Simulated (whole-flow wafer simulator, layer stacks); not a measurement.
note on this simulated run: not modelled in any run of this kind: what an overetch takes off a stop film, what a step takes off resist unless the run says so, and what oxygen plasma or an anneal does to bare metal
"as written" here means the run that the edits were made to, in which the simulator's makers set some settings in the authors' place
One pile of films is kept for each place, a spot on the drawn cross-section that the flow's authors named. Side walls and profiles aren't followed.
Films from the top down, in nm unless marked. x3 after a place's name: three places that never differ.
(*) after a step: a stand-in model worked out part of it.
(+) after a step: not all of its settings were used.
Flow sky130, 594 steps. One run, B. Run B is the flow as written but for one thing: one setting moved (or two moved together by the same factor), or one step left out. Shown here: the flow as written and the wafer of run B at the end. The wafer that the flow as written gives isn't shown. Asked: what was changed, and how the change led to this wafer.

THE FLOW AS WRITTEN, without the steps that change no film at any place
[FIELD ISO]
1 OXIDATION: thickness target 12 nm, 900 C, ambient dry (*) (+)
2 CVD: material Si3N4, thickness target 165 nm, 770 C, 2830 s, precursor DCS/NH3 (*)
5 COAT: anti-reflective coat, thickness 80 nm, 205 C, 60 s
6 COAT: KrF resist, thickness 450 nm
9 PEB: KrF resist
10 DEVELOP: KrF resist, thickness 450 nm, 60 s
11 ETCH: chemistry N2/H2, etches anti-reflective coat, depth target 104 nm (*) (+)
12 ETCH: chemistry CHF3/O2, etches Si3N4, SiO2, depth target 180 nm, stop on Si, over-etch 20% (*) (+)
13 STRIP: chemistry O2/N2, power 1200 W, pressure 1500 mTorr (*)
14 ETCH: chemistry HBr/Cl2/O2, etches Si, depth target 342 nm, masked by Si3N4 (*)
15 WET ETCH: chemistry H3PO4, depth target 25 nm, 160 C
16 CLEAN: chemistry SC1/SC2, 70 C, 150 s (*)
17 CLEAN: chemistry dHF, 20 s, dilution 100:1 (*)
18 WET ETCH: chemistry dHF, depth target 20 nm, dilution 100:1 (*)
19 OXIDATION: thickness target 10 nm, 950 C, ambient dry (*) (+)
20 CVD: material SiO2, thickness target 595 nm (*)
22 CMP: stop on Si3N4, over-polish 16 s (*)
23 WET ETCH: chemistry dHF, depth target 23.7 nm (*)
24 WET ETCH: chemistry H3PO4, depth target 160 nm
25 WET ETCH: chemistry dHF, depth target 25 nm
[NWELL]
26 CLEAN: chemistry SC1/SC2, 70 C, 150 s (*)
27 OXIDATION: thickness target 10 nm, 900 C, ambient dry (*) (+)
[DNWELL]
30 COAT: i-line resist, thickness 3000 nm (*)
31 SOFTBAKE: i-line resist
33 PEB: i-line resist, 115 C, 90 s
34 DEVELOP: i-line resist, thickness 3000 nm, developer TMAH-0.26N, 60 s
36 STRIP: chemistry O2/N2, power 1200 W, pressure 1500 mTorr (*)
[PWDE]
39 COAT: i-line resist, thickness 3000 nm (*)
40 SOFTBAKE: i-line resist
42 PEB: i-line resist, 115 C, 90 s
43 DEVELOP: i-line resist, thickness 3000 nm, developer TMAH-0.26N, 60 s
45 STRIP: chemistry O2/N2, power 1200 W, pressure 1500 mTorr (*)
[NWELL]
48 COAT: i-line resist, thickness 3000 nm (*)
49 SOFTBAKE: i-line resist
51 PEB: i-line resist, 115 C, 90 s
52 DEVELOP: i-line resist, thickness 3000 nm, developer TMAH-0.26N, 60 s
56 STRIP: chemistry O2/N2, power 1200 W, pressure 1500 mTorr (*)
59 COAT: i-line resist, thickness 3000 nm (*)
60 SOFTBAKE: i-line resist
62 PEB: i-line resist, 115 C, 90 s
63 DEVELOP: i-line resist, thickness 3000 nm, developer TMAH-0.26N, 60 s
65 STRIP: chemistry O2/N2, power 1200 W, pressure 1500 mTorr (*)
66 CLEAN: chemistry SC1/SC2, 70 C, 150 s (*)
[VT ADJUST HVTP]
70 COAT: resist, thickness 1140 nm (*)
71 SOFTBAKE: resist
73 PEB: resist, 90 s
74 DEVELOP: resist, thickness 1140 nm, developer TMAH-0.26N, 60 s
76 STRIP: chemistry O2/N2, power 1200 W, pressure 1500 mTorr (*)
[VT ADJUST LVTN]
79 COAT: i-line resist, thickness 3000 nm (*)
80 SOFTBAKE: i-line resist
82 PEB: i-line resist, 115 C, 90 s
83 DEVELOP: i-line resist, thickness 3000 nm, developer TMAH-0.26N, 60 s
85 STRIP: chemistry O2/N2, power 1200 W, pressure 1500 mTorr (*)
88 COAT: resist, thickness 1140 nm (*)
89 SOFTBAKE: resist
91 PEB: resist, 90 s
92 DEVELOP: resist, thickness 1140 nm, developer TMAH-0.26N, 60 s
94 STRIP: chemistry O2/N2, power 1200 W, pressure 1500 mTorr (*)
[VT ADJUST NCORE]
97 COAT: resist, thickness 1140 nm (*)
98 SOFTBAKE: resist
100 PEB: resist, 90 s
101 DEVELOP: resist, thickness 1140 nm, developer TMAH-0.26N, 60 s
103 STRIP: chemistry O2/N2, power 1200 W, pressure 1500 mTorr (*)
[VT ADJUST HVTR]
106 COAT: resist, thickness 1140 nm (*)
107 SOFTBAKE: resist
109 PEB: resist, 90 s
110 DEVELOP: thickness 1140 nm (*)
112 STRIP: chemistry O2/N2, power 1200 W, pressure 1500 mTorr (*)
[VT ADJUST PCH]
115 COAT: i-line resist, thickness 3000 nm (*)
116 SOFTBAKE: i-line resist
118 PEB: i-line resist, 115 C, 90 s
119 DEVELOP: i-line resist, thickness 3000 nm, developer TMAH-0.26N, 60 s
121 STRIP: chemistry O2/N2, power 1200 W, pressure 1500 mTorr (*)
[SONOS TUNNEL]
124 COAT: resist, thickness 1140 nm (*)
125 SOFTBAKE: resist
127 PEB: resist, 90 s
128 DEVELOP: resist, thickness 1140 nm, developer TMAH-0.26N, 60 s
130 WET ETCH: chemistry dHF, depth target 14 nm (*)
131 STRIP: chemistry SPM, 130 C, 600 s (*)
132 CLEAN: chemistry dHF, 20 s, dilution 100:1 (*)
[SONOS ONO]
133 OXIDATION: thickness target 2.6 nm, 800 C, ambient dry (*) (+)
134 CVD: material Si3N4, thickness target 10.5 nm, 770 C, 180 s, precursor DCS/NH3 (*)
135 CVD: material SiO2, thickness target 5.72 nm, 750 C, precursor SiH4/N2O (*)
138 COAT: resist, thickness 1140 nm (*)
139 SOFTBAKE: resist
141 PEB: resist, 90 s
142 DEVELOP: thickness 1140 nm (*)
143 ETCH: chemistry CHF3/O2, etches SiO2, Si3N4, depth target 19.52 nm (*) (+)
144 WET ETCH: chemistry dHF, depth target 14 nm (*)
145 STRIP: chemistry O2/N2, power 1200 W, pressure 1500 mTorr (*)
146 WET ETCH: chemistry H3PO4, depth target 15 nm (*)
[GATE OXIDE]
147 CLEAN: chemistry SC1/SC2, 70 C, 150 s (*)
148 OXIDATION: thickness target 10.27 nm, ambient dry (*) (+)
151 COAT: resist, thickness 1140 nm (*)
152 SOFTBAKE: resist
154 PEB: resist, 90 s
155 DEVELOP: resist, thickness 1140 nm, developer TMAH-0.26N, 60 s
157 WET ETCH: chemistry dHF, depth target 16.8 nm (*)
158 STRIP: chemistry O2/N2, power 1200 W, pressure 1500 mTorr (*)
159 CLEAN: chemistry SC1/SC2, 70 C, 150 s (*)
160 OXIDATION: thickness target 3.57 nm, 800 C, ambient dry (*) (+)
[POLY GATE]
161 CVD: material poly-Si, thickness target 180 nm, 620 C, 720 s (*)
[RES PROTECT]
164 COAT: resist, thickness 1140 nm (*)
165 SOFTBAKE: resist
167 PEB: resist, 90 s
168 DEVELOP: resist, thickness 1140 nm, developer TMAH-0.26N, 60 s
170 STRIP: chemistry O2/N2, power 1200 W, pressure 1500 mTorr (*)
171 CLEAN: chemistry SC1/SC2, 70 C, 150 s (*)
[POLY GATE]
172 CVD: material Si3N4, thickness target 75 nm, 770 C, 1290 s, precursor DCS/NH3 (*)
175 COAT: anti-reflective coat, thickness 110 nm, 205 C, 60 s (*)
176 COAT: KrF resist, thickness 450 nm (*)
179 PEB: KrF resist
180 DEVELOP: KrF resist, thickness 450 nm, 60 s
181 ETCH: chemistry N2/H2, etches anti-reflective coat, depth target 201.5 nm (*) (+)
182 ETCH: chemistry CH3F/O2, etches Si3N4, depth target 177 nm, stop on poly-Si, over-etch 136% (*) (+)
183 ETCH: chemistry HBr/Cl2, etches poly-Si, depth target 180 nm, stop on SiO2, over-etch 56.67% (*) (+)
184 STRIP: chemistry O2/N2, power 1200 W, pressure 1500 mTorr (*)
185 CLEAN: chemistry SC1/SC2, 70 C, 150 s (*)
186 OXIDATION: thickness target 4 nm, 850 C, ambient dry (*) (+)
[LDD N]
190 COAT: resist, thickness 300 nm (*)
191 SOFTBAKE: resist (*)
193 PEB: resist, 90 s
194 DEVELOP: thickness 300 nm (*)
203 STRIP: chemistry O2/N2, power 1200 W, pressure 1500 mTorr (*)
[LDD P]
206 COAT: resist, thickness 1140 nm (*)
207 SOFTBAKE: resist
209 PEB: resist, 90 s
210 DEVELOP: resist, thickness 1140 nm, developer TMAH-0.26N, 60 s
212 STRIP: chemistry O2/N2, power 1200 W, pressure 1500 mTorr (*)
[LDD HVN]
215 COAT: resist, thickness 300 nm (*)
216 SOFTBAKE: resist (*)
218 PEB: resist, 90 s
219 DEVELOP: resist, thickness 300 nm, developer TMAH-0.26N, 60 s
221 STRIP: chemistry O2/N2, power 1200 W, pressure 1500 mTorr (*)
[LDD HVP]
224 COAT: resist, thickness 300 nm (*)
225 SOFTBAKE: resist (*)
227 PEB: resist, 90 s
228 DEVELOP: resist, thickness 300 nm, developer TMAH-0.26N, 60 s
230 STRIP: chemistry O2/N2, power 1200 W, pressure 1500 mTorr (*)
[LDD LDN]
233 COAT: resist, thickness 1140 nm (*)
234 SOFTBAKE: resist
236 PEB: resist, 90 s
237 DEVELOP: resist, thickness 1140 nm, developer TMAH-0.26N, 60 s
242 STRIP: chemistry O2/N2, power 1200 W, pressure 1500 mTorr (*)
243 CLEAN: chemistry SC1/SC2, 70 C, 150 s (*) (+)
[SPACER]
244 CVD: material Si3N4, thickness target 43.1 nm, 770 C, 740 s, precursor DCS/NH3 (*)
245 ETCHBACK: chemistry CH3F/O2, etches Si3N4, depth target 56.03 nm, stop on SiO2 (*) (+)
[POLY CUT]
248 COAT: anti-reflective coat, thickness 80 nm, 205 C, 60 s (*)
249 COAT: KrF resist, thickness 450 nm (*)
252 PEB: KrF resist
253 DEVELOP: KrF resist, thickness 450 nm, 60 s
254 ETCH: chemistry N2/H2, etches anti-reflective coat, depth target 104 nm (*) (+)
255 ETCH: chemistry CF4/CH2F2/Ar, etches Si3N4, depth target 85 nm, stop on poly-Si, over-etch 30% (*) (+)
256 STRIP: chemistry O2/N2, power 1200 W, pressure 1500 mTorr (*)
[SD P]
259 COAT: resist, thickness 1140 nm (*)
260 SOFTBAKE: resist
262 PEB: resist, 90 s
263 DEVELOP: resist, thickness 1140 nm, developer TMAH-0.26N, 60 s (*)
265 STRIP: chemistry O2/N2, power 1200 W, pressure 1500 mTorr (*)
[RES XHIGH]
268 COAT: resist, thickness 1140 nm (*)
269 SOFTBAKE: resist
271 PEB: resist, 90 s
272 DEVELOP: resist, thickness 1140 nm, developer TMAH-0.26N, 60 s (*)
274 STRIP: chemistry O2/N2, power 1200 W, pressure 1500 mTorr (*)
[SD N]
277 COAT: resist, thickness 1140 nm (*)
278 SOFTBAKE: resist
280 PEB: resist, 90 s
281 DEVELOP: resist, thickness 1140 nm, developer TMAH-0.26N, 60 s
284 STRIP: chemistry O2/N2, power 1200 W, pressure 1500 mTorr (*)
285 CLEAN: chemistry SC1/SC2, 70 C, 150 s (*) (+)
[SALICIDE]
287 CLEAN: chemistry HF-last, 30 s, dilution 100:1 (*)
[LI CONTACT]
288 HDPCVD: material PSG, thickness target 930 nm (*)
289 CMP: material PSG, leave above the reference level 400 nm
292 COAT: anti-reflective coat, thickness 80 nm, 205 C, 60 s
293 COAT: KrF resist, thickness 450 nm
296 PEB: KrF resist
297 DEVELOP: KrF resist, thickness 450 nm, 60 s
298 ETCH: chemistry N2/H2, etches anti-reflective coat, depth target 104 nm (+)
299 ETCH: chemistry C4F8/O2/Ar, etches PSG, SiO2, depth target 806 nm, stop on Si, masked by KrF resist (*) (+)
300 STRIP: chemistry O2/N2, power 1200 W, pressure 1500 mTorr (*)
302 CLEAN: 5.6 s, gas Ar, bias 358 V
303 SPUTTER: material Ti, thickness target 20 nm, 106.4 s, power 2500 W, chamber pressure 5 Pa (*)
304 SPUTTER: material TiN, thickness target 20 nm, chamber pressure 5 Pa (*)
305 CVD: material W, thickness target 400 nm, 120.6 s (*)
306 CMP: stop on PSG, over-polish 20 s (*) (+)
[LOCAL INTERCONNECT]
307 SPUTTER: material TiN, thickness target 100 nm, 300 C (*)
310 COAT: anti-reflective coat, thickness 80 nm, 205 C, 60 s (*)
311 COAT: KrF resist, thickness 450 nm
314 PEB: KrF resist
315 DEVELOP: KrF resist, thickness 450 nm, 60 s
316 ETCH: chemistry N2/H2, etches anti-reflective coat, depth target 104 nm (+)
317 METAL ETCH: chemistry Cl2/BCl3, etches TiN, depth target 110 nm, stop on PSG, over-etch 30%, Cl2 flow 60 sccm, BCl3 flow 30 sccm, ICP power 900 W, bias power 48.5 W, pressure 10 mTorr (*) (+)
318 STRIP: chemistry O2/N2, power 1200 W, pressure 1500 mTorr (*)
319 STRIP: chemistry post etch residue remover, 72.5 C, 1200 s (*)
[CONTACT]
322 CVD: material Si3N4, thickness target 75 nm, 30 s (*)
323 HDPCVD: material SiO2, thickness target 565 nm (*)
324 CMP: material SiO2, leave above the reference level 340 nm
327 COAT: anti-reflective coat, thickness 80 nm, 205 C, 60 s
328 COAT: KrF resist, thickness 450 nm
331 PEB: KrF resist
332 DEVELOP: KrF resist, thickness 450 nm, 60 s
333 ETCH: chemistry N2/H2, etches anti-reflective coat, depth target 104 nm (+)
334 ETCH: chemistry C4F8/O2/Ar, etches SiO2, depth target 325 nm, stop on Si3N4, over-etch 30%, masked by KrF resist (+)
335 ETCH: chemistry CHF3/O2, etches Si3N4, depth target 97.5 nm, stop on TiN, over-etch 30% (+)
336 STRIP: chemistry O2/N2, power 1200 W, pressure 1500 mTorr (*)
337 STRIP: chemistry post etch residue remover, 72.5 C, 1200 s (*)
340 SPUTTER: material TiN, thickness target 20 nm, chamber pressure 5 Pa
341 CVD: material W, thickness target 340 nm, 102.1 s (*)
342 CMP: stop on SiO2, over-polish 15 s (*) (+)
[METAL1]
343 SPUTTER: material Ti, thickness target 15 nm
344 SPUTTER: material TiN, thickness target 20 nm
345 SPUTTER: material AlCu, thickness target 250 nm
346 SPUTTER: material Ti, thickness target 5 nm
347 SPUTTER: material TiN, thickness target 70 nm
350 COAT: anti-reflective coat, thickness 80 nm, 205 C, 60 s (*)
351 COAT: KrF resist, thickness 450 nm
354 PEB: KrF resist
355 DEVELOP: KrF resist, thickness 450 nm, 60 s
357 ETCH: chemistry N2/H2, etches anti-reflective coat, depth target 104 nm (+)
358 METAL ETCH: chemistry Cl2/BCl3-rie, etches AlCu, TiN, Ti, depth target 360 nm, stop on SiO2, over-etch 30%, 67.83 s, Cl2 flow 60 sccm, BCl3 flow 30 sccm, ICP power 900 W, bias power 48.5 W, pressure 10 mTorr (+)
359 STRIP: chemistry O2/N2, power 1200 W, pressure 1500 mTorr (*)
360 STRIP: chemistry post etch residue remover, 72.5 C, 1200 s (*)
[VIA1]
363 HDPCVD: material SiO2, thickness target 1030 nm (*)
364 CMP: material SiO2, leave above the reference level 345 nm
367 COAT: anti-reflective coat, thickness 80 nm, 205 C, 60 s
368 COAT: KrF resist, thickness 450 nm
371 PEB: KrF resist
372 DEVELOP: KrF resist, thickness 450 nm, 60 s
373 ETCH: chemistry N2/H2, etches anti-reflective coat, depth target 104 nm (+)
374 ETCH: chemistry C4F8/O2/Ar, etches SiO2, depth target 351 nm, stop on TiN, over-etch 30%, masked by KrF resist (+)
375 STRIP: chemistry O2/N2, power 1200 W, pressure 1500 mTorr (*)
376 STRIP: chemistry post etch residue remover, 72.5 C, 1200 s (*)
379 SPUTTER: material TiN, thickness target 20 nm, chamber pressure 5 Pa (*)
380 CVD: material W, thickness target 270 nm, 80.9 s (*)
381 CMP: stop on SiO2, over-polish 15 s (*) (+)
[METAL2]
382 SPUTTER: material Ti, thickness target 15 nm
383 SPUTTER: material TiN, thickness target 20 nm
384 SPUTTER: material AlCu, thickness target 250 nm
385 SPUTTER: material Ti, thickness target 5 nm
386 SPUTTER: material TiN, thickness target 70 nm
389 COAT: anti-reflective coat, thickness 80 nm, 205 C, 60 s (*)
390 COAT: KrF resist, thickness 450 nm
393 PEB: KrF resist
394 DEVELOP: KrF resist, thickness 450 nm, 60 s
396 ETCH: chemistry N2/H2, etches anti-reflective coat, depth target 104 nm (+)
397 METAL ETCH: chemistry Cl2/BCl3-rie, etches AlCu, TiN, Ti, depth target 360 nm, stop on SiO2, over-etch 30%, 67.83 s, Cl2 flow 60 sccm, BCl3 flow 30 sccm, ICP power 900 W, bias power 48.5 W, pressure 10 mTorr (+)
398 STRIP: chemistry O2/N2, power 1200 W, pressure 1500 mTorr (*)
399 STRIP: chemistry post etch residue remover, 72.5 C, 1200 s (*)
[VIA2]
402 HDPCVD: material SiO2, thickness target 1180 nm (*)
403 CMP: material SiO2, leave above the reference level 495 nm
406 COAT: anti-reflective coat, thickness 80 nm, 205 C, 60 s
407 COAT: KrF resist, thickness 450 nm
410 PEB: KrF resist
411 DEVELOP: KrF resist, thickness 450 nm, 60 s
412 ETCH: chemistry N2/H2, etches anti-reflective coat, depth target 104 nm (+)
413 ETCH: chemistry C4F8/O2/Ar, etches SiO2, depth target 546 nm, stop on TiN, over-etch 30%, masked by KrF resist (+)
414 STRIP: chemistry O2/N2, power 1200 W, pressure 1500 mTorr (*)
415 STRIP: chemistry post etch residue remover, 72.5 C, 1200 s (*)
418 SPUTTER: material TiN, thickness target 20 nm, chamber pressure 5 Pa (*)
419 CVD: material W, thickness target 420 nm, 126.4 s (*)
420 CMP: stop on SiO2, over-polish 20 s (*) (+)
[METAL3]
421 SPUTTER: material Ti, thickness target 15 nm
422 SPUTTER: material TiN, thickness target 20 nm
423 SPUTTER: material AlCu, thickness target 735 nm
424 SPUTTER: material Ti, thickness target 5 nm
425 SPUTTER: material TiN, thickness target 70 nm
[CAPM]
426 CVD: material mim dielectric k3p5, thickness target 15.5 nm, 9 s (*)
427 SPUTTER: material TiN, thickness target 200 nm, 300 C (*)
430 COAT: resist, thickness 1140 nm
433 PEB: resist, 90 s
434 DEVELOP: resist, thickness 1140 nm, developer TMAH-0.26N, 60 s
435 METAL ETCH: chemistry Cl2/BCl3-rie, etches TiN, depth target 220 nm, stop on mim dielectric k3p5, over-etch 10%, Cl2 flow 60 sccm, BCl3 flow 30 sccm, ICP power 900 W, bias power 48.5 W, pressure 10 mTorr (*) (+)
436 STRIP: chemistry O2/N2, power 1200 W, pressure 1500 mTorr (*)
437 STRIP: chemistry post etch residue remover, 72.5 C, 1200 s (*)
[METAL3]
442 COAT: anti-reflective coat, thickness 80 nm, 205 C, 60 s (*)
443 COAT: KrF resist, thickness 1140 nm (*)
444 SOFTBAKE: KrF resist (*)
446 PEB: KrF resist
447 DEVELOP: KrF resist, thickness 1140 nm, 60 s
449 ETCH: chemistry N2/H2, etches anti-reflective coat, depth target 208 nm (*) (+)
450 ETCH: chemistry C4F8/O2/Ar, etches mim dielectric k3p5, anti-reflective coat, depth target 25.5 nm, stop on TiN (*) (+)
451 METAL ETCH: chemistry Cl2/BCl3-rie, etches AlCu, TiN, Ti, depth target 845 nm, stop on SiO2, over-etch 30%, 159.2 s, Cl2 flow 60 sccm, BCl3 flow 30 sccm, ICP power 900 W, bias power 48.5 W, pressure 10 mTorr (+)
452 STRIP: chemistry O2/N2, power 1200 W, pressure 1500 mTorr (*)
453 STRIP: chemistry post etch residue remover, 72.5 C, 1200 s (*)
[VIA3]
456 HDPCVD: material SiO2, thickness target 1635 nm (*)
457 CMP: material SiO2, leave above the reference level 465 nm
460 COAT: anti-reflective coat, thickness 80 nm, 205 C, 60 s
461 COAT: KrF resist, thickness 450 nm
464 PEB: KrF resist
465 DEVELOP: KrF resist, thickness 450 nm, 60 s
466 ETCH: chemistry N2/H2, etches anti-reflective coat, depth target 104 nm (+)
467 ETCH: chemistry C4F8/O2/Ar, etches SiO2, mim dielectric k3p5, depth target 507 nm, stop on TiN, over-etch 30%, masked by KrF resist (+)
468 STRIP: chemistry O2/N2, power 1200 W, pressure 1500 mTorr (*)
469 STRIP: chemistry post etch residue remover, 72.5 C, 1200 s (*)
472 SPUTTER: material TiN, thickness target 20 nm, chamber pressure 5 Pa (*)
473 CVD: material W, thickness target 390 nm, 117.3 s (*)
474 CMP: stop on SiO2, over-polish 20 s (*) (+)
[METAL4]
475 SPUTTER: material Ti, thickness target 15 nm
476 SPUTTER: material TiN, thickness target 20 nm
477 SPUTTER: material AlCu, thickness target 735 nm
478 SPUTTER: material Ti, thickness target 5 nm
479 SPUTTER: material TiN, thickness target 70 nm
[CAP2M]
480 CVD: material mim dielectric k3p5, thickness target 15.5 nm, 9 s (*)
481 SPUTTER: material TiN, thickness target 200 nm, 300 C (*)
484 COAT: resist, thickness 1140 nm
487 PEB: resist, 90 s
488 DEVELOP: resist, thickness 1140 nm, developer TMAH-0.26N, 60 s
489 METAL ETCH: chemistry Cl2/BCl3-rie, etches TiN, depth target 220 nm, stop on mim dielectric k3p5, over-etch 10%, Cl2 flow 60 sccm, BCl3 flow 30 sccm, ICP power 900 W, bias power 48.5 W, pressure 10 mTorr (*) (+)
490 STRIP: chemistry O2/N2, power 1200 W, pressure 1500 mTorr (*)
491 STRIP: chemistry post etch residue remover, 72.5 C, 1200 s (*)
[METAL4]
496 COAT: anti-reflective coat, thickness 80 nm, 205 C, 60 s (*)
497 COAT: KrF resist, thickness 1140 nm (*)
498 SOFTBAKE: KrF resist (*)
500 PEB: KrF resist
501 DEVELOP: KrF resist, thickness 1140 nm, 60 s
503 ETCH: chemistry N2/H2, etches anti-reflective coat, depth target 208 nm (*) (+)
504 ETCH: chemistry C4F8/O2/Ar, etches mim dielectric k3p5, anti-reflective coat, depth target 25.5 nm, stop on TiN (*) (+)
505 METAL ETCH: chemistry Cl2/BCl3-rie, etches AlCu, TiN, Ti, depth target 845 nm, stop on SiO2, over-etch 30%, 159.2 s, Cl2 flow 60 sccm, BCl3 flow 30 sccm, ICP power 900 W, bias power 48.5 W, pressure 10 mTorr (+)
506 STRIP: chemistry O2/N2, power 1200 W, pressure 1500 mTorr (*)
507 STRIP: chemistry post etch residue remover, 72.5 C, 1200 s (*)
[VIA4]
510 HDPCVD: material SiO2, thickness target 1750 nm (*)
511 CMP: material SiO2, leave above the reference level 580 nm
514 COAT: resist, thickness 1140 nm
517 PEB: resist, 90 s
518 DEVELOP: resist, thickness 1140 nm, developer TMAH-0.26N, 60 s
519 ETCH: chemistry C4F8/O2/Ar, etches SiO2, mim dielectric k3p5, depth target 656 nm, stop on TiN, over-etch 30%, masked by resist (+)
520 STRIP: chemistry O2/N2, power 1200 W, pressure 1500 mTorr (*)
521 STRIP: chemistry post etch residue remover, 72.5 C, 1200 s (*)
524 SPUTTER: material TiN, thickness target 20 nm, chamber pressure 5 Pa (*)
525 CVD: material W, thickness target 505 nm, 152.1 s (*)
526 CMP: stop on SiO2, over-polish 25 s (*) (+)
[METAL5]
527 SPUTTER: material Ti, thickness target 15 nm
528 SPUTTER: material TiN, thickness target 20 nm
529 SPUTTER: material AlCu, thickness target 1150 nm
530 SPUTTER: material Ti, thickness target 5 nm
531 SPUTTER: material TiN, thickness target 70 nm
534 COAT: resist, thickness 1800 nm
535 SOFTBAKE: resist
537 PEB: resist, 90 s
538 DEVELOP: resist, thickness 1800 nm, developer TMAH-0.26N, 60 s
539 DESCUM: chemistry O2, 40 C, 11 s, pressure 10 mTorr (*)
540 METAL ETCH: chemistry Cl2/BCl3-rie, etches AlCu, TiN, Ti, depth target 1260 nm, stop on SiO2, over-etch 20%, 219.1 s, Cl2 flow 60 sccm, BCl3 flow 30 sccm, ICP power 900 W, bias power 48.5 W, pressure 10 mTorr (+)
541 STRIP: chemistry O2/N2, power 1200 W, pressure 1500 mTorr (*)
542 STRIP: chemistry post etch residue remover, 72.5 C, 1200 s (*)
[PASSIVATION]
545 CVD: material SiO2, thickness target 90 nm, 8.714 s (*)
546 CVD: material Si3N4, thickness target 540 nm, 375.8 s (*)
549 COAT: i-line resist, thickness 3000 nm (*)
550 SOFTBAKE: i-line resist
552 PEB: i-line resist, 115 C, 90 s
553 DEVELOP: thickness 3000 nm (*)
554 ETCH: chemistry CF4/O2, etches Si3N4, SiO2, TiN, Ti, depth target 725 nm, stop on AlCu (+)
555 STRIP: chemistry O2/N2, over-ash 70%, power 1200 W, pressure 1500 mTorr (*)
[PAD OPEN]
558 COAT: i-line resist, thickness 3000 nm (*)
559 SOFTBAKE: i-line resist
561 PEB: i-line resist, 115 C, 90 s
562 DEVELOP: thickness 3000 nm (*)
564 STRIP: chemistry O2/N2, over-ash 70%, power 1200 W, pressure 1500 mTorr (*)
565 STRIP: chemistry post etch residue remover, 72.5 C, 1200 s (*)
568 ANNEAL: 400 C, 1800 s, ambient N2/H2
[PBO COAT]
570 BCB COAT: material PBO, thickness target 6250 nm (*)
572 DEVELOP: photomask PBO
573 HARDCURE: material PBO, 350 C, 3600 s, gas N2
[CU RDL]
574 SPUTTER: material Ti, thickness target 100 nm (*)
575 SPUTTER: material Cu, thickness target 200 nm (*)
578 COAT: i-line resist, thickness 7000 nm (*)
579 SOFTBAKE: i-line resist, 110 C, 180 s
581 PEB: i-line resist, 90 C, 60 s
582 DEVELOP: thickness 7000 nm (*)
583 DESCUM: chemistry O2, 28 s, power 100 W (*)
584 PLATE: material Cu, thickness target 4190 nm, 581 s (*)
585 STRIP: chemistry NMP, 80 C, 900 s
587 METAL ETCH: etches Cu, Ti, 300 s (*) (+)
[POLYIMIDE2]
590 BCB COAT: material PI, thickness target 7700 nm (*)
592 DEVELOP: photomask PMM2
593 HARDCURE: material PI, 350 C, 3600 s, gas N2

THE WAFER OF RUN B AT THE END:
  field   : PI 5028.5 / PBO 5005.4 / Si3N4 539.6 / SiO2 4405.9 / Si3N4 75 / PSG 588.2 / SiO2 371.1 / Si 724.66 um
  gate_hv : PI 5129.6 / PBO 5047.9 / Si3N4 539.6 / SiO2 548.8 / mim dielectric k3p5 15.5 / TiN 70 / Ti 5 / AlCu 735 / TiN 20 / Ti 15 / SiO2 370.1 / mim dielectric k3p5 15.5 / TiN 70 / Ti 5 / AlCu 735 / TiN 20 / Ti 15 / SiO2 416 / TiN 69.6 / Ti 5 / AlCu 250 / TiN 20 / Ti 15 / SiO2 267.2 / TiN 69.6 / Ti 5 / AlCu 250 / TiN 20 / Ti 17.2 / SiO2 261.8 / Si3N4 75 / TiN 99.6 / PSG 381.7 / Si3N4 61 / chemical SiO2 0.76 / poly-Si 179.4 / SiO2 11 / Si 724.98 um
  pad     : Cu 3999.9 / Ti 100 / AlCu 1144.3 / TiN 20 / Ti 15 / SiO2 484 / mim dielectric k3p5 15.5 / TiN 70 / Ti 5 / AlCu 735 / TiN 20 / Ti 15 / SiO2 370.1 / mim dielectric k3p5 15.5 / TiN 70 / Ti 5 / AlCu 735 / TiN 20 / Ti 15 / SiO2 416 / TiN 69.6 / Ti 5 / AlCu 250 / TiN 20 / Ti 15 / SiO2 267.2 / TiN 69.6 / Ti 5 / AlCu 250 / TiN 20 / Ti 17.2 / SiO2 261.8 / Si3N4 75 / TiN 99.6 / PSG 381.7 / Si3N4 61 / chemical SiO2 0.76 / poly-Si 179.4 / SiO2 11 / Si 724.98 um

The cause: step 343, SPUTTER: thickness target 17.2 nm was run, where the flow has thickness target 15 nm.
It can be read off the wafer: gate_hv has Ti 17.2, and step 343 as written asks for 15 nm.

How the change led to this, step by step:
  343 SPUTTER: material Ti, thickness target 15 nm
      field, active, n_well and 188 more: Ti +17.2 (new film) (as written it would be: Ti +15 (new film))
  358 METAL ETCH: chemistry Cl2/BCl3-rie, etches AlCu, TiN, Ti, depth target 360 nm, stop on SiO2, over-etch 30%, 67.83 s, Cl2 flow 60 sccm, BCl3 flow 30 sccm, ICP power 900 W, bias power 48.5 W, pressure 10 mTorr (+)
      field, active, gate and 81 more: TiN -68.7 (all of it), Ti -5 (all of it), AlCu -250 (all of it), TiN -20 (all of it), Ti -17.2 (all of it), SiO2 -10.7 (as written it would be: TiN -68.7 (all of it), Ti -5 (all of it), AlCu -250 (all of it), TiN -20 (all of it), Ti -15 (all of it), SiO2 -10.9)
